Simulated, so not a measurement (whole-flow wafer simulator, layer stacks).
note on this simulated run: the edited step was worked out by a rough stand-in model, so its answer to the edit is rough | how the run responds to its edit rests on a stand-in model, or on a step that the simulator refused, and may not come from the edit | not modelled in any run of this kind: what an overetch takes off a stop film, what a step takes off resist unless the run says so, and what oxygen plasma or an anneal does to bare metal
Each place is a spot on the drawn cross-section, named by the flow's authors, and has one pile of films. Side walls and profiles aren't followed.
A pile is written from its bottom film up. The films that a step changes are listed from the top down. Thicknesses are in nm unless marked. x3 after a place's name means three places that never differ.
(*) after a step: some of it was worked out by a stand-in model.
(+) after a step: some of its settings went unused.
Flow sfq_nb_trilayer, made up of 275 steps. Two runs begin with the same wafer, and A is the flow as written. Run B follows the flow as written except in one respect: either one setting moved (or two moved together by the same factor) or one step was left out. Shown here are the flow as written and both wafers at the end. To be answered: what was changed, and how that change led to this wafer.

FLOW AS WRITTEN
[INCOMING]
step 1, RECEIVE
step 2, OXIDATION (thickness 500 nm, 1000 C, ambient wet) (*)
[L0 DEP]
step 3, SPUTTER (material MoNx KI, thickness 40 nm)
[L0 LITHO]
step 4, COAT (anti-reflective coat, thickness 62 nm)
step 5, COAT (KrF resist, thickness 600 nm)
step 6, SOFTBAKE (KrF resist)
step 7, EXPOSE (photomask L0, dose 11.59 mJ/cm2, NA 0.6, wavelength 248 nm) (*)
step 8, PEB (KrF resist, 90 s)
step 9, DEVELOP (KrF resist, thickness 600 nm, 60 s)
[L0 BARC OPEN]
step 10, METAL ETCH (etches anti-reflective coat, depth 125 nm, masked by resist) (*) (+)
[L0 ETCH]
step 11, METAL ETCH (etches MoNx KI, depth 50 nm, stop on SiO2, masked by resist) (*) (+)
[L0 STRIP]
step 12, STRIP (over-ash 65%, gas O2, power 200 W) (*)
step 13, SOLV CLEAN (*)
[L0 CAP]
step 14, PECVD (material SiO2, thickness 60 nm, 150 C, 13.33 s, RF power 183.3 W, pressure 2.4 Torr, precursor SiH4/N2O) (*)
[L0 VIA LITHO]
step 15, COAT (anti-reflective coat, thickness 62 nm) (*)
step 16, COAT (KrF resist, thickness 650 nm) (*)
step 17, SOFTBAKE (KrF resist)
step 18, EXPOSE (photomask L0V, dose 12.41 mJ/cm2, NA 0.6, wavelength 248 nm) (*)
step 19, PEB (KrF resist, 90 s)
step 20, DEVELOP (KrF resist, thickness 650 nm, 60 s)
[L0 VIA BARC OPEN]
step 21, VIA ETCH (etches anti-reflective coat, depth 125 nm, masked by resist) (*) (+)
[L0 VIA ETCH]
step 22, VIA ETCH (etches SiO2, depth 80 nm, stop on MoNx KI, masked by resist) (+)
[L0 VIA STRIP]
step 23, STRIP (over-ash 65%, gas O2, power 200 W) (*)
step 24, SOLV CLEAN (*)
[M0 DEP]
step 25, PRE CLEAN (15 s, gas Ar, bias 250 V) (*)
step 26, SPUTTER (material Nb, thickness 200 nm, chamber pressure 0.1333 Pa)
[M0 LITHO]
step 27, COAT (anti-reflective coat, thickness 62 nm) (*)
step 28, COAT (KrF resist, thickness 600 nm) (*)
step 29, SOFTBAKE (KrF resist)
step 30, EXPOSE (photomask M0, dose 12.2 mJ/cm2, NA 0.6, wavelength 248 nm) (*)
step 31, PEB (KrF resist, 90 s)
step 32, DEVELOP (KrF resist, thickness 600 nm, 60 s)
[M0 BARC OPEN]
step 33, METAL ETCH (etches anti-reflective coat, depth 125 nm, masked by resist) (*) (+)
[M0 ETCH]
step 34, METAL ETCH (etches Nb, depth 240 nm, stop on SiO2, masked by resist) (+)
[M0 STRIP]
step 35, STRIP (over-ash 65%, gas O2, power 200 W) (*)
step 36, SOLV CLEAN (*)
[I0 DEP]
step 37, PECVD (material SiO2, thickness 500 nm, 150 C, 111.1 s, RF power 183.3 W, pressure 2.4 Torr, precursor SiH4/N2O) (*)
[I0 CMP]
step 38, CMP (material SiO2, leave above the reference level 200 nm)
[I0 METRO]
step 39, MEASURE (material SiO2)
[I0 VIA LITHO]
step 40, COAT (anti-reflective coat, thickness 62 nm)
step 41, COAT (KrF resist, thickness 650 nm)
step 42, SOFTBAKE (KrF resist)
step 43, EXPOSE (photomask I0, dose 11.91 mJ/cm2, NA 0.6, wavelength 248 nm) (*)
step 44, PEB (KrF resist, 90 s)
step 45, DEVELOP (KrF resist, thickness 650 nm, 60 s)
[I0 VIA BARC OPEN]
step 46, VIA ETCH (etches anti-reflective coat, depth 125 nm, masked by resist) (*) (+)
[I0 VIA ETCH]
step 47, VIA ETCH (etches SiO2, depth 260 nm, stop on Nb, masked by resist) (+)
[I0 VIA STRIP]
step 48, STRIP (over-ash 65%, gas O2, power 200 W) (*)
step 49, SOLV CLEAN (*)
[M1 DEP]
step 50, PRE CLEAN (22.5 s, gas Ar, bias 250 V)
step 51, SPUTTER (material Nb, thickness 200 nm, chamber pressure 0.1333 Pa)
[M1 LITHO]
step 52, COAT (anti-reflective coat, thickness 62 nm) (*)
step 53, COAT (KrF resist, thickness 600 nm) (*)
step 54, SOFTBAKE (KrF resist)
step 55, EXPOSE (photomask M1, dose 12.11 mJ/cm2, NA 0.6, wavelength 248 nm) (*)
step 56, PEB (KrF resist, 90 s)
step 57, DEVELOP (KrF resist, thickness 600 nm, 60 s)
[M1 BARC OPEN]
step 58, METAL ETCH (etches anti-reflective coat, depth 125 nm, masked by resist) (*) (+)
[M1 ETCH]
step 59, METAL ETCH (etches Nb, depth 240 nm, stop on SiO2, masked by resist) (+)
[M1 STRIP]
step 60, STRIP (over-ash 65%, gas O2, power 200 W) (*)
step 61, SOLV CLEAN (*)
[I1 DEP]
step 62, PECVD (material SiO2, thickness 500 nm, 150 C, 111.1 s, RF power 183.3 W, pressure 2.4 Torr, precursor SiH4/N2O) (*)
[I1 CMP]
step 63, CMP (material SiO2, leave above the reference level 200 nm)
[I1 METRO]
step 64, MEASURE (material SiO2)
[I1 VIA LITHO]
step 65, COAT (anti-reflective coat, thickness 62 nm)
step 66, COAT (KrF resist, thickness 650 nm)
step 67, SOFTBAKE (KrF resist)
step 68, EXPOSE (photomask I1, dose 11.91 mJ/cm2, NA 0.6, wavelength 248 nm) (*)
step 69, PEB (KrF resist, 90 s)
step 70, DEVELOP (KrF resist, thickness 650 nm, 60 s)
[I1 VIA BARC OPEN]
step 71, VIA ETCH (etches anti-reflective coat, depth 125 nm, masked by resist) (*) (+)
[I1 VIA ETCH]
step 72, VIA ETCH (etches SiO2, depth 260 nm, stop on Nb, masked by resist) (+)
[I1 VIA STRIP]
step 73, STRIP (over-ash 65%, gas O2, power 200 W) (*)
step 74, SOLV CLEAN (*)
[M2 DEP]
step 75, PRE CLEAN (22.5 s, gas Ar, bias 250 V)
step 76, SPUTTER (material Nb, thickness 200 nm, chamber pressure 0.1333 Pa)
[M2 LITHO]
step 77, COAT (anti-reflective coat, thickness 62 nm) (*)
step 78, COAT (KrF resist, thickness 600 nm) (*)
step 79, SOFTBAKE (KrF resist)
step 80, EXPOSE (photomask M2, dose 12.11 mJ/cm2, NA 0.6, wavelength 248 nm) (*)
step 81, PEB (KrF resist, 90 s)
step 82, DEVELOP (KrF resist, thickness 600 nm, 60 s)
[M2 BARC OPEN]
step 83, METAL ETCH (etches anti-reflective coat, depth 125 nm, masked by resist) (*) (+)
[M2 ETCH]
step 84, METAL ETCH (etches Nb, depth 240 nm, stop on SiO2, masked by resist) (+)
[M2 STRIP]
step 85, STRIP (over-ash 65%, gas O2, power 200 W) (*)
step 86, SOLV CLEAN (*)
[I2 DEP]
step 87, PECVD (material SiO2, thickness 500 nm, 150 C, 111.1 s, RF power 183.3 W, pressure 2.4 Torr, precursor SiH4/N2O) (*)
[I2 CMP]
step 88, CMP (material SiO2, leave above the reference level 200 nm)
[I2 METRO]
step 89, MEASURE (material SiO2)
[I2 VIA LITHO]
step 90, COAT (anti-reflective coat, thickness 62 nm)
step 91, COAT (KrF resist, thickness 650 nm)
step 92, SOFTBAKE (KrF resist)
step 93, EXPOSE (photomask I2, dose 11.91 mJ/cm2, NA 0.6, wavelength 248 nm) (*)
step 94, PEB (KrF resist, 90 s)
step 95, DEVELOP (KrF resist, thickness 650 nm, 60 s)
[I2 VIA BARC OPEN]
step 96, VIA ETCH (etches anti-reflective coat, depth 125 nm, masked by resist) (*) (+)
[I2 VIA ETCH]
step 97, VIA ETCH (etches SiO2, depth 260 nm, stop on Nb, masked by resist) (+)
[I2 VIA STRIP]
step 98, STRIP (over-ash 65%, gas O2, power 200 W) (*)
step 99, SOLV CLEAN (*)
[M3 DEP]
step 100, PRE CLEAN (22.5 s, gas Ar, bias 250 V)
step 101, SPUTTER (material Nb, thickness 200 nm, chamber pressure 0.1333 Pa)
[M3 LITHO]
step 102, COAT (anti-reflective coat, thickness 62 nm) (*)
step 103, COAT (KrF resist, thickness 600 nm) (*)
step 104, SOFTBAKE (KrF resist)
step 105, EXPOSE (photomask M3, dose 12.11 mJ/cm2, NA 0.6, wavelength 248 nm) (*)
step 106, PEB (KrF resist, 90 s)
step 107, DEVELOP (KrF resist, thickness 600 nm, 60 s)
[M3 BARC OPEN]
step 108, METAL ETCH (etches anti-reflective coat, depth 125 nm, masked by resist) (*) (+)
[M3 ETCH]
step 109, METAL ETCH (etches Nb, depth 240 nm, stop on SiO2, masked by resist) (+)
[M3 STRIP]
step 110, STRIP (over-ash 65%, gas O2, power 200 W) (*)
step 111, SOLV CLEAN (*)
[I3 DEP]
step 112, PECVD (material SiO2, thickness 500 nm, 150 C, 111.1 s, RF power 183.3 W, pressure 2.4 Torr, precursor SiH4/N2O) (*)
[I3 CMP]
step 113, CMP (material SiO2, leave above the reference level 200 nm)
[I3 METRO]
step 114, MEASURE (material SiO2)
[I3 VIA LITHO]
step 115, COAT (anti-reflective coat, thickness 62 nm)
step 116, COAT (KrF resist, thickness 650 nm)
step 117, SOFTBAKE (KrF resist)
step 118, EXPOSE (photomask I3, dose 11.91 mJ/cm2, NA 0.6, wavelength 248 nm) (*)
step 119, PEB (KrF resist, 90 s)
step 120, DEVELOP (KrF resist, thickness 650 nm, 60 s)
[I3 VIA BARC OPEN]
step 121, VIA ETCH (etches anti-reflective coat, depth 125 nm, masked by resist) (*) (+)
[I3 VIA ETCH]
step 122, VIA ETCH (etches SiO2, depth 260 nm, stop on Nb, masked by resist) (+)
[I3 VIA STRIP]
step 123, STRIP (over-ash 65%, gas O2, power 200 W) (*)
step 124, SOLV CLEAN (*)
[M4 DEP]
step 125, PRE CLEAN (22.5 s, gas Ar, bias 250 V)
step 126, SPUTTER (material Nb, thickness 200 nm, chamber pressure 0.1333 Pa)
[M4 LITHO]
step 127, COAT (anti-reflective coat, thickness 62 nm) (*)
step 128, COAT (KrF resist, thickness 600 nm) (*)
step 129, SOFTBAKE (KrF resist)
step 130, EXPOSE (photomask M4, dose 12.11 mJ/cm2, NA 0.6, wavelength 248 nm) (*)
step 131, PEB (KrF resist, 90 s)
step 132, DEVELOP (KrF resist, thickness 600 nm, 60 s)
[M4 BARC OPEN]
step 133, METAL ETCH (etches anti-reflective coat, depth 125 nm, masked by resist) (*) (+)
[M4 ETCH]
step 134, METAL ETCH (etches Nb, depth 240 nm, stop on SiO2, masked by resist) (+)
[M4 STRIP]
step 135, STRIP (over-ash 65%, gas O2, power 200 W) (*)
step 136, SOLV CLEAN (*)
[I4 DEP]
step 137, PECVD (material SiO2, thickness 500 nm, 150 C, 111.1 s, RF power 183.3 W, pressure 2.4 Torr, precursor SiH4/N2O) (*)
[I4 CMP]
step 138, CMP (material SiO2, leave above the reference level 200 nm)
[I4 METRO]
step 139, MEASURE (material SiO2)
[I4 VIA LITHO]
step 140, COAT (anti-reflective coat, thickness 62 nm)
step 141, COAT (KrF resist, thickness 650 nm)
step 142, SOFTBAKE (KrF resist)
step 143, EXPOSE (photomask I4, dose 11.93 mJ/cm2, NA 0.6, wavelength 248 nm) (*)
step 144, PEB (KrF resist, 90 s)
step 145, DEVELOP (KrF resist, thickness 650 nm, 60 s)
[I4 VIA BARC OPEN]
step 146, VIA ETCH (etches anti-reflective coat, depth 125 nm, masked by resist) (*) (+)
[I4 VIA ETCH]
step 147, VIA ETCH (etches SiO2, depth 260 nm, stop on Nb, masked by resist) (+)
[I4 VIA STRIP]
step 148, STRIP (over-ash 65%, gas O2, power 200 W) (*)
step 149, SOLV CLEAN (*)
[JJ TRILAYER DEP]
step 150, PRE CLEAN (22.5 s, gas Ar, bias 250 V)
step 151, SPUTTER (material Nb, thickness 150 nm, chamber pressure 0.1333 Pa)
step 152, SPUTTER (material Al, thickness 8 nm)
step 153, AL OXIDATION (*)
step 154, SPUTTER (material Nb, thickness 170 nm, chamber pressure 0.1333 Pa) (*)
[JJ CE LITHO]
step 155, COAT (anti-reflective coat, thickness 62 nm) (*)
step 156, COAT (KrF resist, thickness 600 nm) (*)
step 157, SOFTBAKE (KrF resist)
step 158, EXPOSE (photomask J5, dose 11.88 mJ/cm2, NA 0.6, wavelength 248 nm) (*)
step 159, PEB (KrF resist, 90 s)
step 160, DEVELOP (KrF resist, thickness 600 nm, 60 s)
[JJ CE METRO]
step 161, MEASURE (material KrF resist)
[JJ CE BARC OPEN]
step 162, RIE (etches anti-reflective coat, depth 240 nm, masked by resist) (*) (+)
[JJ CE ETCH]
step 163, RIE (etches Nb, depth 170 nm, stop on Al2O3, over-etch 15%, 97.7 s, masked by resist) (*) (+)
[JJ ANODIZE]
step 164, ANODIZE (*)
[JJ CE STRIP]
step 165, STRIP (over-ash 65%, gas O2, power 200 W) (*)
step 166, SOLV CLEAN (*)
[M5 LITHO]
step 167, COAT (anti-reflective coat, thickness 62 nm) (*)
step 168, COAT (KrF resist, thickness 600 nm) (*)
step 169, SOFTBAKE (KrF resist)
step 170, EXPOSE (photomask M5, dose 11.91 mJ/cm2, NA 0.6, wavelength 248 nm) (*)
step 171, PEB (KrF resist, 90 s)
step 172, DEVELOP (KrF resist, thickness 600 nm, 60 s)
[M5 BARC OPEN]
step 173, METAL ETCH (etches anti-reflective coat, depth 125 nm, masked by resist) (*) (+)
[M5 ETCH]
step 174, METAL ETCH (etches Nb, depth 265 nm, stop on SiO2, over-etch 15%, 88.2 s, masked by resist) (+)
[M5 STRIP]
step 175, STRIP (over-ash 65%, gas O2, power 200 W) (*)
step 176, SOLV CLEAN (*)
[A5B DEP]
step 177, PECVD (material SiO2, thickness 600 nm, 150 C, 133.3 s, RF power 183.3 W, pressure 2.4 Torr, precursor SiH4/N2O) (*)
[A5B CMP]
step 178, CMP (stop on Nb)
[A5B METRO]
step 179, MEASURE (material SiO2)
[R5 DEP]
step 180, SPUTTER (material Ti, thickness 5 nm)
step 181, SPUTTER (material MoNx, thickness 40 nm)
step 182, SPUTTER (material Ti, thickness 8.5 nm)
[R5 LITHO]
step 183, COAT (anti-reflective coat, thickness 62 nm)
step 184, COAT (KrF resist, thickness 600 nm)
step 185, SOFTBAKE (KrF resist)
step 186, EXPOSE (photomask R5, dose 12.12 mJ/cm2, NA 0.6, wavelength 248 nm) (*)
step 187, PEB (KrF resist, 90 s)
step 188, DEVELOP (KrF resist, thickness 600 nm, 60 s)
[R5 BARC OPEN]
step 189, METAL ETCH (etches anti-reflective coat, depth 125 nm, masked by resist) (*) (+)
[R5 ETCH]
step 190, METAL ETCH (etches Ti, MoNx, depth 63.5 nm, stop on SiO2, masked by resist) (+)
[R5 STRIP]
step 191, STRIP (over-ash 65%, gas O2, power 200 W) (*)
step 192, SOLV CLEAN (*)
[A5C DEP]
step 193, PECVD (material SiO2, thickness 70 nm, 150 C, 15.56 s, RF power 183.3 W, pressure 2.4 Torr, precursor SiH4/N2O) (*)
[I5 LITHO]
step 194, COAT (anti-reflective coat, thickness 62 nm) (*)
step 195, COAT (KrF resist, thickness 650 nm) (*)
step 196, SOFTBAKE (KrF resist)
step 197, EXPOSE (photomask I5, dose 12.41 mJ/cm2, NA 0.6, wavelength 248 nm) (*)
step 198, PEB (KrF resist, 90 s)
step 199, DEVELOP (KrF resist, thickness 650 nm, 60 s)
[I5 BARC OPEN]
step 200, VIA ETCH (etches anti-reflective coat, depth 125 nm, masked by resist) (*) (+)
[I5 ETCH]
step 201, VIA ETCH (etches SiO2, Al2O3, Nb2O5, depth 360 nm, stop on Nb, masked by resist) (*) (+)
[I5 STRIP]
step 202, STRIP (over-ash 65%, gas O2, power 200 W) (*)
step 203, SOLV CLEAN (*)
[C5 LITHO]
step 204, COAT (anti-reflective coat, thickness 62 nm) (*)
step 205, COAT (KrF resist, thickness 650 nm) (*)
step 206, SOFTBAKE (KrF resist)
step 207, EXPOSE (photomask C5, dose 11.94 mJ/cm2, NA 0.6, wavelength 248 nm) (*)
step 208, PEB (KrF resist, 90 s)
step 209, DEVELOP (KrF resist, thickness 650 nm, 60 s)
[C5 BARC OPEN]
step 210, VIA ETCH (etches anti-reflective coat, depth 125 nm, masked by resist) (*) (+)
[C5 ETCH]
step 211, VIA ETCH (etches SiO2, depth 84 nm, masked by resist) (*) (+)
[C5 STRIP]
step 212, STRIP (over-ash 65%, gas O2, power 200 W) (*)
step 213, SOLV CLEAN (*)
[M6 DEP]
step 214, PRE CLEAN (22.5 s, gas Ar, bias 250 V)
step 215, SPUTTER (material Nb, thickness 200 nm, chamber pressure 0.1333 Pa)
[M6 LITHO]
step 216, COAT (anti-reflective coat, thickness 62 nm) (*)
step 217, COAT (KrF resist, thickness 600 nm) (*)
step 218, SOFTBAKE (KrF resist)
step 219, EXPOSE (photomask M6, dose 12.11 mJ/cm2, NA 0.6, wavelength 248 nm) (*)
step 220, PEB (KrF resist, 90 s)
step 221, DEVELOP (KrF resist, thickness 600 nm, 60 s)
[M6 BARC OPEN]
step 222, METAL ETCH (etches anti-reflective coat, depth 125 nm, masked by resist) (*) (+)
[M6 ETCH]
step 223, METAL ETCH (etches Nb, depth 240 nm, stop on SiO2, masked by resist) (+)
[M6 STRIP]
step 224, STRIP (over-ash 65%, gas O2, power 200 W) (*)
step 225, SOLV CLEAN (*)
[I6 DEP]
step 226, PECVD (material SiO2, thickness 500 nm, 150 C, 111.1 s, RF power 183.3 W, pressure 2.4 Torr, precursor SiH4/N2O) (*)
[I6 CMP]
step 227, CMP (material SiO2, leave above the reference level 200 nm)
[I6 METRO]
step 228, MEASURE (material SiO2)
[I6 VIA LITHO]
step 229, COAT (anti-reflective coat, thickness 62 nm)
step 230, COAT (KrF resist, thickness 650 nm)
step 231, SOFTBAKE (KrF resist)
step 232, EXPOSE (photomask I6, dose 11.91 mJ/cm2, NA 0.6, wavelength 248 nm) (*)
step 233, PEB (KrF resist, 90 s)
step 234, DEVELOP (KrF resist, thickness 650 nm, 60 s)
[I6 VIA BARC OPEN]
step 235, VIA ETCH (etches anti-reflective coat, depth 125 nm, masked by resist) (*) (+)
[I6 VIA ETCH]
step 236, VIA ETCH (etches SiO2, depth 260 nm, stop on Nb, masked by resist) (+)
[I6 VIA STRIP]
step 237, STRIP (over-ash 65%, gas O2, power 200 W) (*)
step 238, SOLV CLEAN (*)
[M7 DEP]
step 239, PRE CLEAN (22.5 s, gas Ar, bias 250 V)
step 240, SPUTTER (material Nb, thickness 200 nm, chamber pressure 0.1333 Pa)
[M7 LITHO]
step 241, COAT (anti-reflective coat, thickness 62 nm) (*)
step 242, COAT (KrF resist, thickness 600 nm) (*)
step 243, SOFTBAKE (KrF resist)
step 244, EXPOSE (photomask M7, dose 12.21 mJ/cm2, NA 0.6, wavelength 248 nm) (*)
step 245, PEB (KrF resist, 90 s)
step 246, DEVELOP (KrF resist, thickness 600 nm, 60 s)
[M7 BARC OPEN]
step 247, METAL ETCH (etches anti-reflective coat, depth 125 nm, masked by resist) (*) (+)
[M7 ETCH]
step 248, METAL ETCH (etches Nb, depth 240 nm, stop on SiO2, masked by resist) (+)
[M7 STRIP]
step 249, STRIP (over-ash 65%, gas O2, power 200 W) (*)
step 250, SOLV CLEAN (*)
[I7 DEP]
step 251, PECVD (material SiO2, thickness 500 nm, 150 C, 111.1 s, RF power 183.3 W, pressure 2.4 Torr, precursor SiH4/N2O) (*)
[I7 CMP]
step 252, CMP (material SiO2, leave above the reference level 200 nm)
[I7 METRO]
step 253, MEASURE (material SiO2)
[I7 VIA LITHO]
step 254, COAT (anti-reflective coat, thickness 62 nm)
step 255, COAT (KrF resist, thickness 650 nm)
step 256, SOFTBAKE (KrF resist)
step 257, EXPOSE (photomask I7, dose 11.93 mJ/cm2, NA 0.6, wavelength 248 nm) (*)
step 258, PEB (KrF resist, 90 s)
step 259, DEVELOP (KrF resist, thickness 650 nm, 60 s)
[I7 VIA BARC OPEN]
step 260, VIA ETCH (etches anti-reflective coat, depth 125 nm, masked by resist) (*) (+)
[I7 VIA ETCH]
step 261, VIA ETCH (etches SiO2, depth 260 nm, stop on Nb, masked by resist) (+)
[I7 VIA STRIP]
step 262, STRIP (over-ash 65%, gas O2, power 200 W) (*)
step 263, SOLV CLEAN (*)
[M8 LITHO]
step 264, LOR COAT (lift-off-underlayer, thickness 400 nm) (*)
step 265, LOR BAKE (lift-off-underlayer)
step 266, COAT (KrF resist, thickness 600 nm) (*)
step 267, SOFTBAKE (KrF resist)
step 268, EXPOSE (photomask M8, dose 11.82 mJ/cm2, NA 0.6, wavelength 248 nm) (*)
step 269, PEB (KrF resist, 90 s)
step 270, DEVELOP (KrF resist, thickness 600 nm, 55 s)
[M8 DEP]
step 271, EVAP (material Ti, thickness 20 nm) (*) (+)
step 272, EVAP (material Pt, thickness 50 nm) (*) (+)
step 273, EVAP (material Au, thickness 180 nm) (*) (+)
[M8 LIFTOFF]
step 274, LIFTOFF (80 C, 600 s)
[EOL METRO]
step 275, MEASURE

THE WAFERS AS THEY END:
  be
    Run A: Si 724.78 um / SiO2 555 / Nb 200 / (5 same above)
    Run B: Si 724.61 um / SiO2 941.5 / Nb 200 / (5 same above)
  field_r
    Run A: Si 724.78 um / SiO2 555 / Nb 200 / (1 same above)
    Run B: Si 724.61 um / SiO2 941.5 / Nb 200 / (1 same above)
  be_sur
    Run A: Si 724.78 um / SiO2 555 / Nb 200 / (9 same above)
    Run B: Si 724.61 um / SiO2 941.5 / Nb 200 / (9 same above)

What caused this: step 2, OXIDATION: 1125 C was run, though the flow has 1000 C.

How this came from the change, step by step:
  step 2, OXIDATION (thickness 500 nm, 1000 C, ambient wet) (*)
      field_l, v_sur, via_wl and 103 more: A +500 SiO2 (new film), -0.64 chemical SiO2 (all of it), -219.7 Si | B +886.5 SiO2 (new film), -0.64 chemical SiO2 (all of it), -389.8 Si
